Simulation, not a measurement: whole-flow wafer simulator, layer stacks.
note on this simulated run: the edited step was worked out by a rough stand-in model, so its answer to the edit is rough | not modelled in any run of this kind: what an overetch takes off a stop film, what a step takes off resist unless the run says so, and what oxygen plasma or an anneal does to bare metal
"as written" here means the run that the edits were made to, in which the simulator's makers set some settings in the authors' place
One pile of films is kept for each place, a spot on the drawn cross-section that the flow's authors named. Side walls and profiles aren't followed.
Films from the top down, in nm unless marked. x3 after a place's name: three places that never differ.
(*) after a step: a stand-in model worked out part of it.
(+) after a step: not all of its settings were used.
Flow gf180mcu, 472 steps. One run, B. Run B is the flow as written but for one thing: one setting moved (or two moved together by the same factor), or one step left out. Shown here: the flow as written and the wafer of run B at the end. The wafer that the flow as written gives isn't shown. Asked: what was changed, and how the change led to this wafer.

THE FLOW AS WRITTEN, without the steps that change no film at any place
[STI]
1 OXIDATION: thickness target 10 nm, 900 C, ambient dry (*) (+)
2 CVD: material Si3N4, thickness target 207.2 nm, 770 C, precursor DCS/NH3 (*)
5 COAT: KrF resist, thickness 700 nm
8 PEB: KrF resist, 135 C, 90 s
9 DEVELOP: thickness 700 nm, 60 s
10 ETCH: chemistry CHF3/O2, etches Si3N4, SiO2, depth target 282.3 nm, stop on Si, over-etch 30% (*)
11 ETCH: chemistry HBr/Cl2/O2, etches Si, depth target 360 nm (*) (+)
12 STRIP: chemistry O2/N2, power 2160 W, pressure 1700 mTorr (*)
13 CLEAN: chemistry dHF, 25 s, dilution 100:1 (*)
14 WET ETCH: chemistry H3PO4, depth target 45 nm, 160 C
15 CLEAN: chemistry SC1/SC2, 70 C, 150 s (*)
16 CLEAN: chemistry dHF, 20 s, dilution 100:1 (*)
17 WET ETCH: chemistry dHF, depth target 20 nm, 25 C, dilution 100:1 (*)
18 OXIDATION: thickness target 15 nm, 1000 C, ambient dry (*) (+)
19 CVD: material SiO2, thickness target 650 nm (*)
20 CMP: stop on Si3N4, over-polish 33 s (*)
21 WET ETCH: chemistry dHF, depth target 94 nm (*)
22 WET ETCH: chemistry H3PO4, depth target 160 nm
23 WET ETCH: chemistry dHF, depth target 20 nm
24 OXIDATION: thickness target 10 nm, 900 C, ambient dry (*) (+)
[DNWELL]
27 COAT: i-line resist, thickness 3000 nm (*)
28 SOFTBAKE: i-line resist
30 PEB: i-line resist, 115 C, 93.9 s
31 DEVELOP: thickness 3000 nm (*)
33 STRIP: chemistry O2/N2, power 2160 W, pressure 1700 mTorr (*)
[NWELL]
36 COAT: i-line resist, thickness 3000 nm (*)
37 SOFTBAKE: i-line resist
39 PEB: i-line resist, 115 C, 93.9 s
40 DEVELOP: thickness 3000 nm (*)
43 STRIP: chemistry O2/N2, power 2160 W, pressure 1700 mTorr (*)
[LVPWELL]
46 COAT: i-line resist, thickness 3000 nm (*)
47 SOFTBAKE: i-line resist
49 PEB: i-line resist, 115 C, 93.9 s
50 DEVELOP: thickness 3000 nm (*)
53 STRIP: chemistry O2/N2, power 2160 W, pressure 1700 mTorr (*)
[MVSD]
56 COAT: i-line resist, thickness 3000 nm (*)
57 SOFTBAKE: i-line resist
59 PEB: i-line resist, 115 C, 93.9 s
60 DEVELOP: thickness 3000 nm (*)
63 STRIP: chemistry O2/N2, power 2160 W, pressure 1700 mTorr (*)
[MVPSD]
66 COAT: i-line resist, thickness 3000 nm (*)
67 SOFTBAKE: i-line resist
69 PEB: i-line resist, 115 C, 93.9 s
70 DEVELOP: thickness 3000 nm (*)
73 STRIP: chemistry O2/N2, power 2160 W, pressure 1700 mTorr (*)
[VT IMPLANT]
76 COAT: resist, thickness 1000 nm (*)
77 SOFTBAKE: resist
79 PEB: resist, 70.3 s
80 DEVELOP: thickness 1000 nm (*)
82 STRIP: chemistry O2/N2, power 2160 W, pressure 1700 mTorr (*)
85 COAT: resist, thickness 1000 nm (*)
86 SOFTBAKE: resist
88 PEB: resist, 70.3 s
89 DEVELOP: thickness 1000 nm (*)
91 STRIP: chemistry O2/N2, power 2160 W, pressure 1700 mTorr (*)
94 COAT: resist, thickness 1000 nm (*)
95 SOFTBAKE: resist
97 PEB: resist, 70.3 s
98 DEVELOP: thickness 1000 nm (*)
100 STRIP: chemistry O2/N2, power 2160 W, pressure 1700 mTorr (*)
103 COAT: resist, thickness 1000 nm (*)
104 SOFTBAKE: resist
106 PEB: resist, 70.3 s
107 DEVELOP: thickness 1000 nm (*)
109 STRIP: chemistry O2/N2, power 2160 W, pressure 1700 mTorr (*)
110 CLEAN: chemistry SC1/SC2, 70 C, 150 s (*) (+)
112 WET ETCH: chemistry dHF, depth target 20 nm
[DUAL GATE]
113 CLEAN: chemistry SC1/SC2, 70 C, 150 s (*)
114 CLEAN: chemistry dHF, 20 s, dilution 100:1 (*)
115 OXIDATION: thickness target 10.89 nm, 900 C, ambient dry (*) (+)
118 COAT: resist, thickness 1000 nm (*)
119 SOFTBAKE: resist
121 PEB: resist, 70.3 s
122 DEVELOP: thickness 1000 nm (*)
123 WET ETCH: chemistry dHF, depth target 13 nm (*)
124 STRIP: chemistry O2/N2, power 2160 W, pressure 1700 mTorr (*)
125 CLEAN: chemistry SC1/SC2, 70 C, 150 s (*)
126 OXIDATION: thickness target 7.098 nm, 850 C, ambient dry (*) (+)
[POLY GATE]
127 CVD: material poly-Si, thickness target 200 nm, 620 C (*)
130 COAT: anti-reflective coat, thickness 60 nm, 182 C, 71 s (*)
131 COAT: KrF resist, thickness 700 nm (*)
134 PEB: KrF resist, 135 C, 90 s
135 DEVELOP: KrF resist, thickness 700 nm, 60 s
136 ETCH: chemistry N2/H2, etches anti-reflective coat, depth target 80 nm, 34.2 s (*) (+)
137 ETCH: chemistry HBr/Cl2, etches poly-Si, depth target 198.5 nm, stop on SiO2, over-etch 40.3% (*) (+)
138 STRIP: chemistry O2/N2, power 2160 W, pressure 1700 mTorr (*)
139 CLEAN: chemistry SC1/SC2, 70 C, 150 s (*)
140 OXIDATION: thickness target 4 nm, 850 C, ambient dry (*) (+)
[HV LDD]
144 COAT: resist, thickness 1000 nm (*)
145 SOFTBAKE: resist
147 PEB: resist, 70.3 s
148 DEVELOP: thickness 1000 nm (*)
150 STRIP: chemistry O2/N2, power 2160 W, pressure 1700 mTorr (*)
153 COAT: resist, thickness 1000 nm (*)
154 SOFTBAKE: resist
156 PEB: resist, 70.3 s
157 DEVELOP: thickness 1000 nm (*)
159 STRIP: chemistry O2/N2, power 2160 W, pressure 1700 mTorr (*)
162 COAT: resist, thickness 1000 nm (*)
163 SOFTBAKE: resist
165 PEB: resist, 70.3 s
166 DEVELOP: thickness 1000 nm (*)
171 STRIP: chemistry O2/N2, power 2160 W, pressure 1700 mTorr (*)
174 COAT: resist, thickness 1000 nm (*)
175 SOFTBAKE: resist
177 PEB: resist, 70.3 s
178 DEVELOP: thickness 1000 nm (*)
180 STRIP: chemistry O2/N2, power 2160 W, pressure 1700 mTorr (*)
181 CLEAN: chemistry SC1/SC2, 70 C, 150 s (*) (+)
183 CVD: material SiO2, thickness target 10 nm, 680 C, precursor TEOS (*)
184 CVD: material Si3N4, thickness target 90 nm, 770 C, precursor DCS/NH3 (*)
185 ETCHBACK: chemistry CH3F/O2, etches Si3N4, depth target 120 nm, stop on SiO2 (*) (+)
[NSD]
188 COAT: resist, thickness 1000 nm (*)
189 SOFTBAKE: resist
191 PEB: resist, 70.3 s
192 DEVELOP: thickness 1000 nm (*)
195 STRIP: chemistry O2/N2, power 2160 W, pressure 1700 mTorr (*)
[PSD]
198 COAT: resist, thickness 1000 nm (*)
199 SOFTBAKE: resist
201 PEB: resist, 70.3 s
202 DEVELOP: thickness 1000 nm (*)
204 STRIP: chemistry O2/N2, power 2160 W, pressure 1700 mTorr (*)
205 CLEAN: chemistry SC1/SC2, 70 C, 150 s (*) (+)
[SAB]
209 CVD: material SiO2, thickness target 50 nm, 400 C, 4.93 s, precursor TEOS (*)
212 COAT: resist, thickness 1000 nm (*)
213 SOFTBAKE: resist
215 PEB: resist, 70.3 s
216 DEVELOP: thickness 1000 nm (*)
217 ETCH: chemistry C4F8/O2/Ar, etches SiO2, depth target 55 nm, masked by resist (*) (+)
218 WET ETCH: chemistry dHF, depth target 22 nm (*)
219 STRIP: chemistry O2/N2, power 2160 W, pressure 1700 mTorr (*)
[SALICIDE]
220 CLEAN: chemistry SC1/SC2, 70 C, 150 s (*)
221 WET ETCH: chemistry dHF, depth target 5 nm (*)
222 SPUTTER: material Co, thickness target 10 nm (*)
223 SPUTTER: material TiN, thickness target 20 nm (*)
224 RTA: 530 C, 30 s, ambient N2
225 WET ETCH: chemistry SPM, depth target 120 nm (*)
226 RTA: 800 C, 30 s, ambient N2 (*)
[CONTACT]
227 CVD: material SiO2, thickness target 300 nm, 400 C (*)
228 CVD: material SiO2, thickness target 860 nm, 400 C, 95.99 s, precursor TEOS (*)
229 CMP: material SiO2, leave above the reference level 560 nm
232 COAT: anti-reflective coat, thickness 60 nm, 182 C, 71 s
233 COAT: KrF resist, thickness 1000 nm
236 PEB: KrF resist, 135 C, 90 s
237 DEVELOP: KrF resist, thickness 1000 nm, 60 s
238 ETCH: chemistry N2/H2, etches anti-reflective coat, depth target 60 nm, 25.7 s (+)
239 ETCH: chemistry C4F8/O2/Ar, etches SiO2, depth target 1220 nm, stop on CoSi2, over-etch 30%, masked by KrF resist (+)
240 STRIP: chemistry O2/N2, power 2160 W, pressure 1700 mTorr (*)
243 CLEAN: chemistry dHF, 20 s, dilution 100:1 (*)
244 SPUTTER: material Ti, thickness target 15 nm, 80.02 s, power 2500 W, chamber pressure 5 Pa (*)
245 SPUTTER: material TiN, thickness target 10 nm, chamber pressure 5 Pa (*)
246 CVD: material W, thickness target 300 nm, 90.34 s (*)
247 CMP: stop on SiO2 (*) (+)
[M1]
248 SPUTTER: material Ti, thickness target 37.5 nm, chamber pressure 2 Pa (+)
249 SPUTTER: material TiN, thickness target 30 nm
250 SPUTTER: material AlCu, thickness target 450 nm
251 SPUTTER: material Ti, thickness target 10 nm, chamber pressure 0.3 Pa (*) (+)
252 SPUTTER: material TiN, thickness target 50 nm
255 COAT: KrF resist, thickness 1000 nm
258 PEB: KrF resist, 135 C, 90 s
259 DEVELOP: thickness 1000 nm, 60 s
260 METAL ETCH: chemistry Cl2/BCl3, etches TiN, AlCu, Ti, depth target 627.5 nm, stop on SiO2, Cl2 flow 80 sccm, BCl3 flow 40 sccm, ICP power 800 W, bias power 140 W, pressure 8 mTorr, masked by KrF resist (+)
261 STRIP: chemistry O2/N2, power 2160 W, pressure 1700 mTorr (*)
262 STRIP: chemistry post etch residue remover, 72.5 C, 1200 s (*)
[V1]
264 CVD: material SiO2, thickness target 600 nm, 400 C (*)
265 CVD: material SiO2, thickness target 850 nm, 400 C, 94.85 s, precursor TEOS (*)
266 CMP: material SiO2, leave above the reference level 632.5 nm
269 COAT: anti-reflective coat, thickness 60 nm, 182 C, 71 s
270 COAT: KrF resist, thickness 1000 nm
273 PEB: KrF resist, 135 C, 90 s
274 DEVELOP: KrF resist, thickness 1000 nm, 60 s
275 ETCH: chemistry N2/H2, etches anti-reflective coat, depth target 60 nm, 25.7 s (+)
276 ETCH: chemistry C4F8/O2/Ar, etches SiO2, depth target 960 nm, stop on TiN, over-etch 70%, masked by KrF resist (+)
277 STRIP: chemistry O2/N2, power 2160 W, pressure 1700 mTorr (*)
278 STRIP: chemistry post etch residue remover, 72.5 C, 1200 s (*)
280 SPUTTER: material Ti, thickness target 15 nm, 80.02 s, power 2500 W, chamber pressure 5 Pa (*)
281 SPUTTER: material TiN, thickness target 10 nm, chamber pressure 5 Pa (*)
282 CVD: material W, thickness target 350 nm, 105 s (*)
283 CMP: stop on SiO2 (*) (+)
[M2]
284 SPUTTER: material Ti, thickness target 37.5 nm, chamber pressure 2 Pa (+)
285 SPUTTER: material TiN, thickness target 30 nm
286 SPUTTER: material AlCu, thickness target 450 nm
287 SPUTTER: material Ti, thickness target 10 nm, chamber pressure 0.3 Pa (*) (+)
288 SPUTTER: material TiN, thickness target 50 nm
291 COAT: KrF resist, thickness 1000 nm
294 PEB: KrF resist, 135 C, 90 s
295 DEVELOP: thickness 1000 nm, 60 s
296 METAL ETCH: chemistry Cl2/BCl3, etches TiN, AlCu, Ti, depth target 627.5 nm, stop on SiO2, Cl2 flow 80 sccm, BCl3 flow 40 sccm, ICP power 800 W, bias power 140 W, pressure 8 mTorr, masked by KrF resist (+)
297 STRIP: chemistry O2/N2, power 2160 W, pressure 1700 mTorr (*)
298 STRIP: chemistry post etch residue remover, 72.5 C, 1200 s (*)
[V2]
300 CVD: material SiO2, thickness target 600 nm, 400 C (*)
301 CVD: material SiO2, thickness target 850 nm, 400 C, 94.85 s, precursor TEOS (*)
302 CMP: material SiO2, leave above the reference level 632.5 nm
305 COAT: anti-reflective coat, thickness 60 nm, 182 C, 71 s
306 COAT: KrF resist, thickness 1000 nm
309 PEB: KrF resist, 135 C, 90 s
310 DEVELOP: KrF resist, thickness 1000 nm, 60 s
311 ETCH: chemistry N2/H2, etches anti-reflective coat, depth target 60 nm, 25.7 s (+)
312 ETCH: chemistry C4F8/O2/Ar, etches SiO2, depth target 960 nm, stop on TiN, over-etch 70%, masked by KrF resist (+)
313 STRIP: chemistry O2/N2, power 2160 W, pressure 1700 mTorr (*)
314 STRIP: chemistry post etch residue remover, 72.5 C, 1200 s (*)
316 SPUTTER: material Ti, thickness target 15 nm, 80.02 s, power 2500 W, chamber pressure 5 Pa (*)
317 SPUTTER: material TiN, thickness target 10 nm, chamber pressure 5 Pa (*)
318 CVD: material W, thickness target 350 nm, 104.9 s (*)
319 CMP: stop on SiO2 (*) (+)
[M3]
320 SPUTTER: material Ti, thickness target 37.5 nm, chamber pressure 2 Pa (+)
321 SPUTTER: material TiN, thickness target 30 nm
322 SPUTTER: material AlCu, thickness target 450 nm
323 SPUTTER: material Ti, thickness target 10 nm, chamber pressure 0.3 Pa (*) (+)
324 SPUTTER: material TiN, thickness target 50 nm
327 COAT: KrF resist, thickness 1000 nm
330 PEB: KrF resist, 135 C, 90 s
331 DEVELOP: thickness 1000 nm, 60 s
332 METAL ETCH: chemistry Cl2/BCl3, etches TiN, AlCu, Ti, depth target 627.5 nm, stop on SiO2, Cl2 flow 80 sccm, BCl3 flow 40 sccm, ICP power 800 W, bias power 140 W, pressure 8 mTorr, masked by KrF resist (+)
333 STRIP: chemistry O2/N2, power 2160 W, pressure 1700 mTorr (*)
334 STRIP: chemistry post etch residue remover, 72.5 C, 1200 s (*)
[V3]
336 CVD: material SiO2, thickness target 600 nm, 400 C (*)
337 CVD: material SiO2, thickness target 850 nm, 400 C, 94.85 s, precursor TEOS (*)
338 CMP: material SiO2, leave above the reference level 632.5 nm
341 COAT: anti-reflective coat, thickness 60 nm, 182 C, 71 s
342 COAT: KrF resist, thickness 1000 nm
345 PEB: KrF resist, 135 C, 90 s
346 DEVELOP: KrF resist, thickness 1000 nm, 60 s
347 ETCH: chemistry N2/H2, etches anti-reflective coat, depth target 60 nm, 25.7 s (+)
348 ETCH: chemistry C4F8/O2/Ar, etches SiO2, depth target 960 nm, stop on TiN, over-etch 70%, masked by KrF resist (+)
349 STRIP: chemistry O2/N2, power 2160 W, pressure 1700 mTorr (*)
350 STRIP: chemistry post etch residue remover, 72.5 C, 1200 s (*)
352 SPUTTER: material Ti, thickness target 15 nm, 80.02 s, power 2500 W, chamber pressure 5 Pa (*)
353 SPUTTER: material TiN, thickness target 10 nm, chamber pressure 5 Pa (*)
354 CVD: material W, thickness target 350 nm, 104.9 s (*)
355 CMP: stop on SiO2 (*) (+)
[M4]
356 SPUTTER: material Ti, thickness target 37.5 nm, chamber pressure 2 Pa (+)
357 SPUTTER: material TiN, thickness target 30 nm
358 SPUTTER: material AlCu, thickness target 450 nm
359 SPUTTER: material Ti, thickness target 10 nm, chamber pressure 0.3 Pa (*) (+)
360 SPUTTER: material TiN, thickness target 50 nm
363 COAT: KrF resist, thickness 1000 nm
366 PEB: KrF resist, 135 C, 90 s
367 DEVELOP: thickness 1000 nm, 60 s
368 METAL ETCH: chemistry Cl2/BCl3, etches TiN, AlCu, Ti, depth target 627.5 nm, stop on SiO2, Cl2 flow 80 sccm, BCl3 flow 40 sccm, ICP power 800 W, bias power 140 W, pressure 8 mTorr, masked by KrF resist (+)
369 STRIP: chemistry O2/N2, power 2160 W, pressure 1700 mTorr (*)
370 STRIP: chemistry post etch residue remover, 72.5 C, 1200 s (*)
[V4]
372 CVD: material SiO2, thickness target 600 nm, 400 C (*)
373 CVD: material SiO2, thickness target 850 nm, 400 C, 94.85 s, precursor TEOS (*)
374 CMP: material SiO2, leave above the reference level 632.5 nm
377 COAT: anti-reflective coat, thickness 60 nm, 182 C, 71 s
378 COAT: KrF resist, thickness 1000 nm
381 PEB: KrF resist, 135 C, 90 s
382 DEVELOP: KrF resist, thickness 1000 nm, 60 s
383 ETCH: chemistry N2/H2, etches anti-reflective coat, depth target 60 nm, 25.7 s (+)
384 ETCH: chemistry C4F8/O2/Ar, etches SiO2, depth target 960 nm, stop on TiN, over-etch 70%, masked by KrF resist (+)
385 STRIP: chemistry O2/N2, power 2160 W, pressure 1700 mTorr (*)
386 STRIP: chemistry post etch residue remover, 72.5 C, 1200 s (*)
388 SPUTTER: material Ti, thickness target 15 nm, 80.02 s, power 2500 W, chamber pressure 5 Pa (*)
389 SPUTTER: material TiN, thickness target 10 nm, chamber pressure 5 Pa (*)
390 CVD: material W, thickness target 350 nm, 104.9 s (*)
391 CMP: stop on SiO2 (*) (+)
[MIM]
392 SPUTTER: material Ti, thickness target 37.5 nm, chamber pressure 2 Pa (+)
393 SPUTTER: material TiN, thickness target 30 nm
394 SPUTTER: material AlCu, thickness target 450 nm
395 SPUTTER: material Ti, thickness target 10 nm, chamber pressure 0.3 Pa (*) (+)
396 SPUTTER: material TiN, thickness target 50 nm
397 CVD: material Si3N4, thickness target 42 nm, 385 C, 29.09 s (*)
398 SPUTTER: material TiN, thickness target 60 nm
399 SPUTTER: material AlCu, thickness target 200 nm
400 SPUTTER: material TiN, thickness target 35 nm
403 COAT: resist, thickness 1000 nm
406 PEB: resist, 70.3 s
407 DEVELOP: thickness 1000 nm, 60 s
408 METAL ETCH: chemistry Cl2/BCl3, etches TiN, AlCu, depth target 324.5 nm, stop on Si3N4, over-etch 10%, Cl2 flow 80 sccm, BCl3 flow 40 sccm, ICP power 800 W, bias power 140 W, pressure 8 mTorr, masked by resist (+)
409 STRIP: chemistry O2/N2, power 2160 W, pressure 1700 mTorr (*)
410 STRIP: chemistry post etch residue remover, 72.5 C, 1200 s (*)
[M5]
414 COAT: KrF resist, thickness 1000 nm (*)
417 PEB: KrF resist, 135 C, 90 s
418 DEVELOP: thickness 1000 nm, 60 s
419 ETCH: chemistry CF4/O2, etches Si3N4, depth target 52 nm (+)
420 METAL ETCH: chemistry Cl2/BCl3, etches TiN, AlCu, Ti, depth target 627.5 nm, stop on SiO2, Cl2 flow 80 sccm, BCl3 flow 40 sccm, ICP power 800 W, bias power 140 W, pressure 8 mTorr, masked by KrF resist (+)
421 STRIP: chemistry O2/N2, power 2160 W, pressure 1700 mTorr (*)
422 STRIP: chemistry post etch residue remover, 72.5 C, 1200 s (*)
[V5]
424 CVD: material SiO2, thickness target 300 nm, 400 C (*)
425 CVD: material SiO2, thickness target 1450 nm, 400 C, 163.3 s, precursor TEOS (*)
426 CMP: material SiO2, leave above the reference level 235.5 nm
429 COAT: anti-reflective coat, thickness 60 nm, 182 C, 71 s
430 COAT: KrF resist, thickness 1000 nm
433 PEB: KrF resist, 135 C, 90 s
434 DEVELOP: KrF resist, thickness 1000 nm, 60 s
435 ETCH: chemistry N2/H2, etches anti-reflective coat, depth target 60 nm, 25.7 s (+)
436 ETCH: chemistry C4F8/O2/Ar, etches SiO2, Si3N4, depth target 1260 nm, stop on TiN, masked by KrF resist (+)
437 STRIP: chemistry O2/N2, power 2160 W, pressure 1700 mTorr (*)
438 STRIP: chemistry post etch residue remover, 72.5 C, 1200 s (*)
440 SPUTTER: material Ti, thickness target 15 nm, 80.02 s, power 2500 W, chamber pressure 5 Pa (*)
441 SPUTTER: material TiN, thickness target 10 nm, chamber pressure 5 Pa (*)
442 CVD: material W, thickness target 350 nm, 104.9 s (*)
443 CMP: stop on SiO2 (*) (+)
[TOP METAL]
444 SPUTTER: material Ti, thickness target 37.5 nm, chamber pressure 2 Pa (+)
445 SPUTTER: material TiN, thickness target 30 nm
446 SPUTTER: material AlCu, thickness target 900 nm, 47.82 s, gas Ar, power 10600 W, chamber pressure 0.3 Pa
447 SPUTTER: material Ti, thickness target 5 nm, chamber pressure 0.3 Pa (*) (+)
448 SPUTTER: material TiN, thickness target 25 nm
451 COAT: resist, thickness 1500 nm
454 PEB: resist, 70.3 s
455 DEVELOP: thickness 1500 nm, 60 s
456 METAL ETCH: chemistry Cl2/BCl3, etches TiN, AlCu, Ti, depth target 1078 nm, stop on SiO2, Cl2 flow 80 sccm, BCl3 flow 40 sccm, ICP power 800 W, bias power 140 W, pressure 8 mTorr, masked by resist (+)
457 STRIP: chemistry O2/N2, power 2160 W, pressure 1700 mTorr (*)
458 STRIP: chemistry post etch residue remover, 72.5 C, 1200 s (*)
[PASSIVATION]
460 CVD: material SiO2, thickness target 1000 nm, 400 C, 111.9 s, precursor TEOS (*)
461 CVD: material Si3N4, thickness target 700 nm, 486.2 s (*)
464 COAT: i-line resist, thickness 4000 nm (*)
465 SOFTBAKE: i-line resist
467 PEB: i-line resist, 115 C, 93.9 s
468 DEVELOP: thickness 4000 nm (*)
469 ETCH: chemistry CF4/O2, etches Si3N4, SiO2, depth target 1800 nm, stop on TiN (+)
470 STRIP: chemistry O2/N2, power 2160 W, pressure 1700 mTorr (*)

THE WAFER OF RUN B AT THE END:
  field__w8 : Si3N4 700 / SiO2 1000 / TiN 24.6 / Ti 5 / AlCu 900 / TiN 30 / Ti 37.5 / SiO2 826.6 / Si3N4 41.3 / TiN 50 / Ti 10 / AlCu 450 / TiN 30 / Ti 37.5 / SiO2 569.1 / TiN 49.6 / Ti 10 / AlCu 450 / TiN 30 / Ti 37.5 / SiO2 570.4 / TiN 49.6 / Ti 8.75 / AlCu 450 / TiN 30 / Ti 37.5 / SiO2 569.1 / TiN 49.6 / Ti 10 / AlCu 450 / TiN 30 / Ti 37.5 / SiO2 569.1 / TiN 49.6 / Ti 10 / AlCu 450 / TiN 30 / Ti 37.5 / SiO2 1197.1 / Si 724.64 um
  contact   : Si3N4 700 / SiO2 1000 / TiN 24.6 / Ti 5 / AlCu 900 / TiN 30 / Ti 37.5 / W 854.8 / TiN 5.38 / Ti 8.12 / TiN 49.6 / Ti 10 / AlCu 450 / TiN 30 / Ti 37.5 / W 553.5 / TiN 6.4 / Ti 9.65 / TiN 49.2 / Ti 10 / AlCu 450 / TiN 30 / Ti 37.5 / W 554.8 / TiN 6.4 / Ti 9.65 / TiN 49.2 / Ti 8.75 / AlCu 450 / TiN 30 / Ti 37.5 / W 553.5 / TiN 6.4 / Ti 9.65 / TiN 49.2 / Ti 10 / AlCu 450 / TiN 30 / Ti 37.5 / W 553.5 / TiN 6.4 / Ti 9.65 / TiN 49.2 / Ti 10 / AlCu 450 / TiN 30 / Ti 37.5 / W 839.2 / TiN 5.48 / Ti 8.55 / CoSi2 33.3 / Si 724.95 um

The cause: step 323, SPUTTER: thickness target 8.75 nm was run, where the flow has thickness target 10 nm.
It can be read off the wafer: field__w8 has Ti 8.75, and step 323 as written asks for 10 nm.

How the change led to this, step by step:
  323 SPUTTER: material Ti, thickness target 10 nm, chamber pressure 0.3 Pa (*) (+)
      field, field__w1, field__w2 and 108 more: Ti +8.75 (new film) (as written it would be: Ti +10 (new film))
  332 METAL ETCH: chemistry Cl2/BCl3, etches TiN, AlCu, Ti, depth target 627.5 nm, stop on SiO2, Cl2 flow 80 sccm, BCl3 flow 40 sccm, ICP power 800 W, bias power 140 W, pressure 8 mTorr, masked by KrF resist (+)
      field, field__w1, field__w2 and 103 more: TiN -50 (all of it), Ti -8.75 (all of it), AlCu -450 (all of it), TiN -30 (all of it), Ti -37.5 (all of it) (as written it would be: TiN -50 (all of it), Ti -10 (all of it), AlCu -450 (all of it), TiN -30 (all of it), Ti -37.5 (all of it))
